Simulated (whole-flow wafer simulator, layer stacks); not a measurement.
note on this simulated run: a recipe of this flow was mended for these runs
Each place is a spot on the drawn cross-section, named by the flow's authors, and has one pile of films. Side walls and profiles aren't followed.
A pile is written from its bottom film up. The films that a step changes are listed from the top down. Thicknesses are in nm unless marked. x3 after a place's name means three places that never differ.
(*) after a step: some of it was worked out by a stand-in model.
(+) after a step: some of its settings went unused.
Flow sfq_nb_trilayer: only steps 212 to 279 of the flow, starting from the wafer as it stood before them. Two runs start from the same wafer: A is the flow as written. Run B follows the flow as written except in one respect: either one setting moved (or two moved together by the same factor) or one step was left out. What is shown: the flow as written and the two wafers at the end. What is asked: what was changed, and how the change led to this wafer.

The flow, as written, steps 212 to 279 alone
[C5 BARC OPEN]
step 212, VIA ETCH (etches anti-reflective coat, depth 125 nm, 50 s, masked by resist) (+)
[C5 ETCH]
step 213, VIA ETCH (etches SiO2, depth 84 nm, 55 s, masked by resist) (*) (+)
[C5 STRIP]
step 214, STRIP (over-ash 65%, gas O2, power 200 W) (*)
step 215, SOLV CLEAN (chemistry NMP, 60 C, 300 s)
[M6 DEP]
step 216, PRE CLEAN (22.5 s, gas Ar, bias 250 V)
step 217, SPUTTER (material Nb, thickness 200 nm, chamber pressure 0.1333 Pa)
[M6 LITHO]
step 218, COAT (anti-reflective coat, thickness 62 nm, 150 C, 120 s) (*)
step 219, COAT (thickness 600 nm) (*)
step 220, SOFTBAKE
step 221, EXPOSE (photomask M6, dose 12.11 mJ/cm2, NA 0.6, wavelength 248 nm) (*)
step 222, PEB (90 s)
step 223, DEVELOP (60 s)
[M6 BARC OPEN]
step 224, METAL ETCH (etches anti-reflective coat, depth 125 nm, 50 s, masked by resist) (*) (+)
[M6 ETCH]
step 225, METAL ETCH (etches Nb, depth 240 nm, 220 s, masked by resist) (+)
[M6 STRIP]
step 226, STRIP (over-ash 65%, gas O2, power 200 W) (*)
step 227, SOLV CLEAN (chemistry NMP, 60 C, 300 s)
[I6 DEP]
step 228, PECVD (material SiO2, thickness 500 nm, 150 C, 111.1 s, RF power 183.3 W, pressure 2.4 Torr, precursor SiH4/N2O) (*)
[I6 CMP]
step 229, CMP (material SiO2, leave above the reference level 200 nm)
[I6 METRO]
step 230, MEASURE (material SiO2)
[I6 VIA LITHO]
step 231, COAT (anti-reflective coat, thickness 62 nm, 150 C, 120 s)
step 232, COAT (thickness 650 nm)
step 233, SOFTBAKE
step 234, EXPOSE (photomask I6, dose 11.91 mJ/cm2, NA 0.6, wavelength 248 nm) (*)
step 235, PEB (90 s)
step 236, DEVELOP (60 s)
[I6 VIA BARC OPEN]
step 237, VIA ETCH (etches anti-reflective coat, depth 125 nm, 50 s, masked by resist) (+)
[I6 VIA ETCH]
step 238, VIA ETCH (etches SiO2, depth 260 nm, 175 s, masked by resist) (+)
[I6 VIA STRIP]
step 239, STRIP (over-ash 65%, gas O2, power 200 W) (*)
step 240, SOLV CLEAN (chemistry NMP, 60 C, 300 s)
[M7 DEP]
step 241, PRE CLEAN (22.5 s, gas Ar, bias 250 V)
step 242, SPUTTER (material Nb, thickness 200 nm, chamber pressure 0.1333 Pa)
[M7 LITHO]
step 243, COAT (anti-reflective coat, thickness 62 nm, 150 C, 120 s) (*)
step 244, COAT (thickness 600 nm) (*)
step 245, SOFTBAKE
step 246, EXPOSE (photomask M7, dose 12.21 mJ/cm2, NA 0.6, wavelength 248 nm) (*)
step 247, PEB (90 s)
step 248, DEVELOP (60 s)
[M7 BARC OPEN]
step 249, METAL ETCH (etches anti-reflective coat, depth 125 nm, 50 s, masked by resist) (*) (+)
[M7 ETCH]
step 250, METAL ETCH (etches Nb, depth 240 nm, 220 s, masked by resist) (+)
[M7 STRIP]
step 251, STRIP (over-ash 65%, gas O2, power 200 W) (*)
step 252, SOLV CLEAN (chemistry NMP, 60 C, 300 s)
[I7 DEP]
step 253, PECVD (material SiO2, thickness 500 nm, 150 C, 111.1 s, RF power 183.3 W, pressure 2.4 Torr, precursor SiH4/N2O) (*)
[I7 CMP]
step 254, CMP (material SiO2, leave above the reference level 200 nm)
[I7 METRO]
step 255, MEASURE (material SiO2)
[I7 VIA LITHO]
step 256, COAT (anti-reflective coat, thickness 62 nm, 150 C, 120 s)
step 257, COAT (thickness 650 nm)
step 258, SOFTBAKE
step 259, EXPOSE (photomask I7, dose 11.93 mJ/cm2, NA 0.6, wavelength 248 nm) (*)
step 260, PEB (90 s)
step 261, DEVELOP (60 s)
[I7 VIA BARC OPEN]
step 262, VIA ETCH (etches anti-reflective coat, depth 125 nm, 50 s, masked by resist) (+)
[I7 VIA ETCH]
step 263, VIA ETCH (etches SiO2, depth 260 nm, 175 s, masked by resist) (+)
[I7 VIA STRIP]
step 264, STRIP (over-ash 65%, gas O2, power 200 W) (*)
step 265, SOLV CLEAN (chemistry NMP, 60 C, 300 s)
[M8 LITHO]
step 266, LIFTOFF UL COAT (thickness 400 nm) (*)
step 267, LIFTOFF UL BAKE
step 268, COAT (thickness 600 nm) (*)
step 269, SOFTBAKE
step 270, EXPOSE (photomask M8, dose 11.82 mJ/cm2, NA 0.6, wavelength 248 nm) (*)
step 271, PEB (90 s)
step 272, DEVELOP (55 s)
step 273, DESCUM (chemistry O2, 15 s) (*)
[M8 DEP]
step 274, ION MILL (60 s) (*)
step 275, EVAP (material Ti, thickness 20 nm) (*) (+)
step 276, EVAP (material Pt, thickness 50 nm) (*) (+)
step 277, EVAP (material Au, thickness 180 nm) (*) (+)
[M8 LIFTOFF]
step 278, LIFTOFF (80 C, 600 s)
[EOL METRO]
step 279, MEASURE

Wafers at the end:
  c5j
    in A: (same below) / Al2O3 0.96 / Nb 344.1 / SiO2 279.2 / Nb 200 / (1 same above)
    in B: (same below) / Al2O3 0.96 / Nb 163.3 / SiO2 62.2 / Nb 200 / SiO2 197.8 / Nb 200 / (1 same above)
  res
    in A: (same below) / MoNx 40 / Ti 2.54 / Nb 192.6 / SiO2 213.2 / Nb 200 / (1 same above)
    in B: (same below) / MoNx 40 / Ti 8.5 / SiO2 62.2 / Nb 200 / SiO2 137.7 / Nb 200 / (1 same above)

Cause: step 213, VIA ETCH: etches SiO2, depth 84 nm, 55 s, masked by resist (*) (+), was omitted.

How this came from the change, step by step:
  step 214, STRIP (over-ash 65%, gas O2, power 200 W) (*)
      p4_fl x5, p4_w1 x9, p3_s0 x9 and 24 more: A -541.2 KrF-resist-other-grade (all of it), -62 anti-reflective coat (all of it) | B -555.7 KrF-resist-other-grade (all of it), -62 anti-reflective coat (all of it)
      wl_b_sl, wl_b_m5, wl_b_sr and 14 more: A -541.1 KrF-resist-other-grade (all of it), -62 anti-reflective coat (all of it) | B -555.6 KrF-resist-other-grade (all of it), -62 anti-reflective coat (all of it)
      (as well as at 40 more places)
  step 216, PRE CLEAN (22.5 s, gas Ar, bias 250 V)
      c5j: A -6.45 Nb | B -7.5 SiO2
      res: A -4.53 Ti | B -7.5 SiO2
  step 217, SPUTTER (material Nb, thickness 200 nm, chamber pressure 0.1333 Pa)
      c5j: A +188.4 Nb | B +200 Nb (new film)
      res: A +192.6 Nb (new film) | B +200 Nb (new film)
  step 218, COAT (anti-reflective coat, thickness 62 nm, 150 C, 120 s) (*)
      be_sur: A +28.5 anti-reflective coat (new film) | B +27 anti-reflective coat (new film)
      jj_sur: A +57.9 anti-reflective coat (new film) | B +67.5 anti-reflective coat (new film)
      (as well as at 11 more places)
  step 219, COAT (thickness 600 nm) (*)
      res: A +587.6 KrF-resist-other-grade (new film) | B +574.5 KrF-resist-other-grade (new film)
  step 224, METAL ETCH (etches anti-reflective coat, depth 125 nm, 50 s, masked by resist) (*) (+)
      moat: A -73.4 anti-reflective coat (all of it) | B -75.4 anti-reflective coat (all of it)
      field_r: A -67 anti-reflective coat (all of it) | B -64.4 anti-reflective coat (all of it)
      (as well as at 1 more place)
  step 226, STRIP (over-ash 65%, gas O2, power 200 W) (*)
      be_sur: A -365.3 KrF-resist-other-grade (all of it), -28.5 anti-reflective coat (all of it) | B -368 KrF-resist-other-grade (all of it), -27 anti-reflective coat (all of it)
      jj_sur: A -361.7 KrF-resist-other-grade (all of it), -57.9 anti-reflective coat (all of it) | B -357.6 KrF-resist-other-grade (all of it), -67.5 anti-reflective coat (all of it)
      (as well as at 8 more places)
  step 228, PECVD (material SiO2, thickness 500 nm, 150 C, 111.1 s, RF power 183.3 W, pressure 2.4 Torr, precursor SiH4/N2O) (*)
      c5j: A +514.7 SiO2 (new film) | B +500 SiO2 (new film)
  step 229, CMP (material SiO2, leave above the reference level 200 nm)
      c5j: A -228 SiO2 | B -294.7 SiO2
      res: A -279.3 SiO2 | B -354.8 SiO2
With metal films that touch counted as one body, c5j has 5 bodies (between them, from the top down: SiO2 197.8; SiO2 62.2; Al2O3 0.96; SiO2 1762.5); the flow as written gives 4 bodies (between them, from the top down: SiO2 279.2; Al2O3 0.96; SiO2 1762.5).
With metal films that touch counted as one body, res has 4 bodies (between them, from the top down: SiO2 137.7; SiO2 62.2; SiO2 2090.9); the flow as written gives 3 bodies (between them, from the top down: SiO2 213.2; SiO2 2090.9).
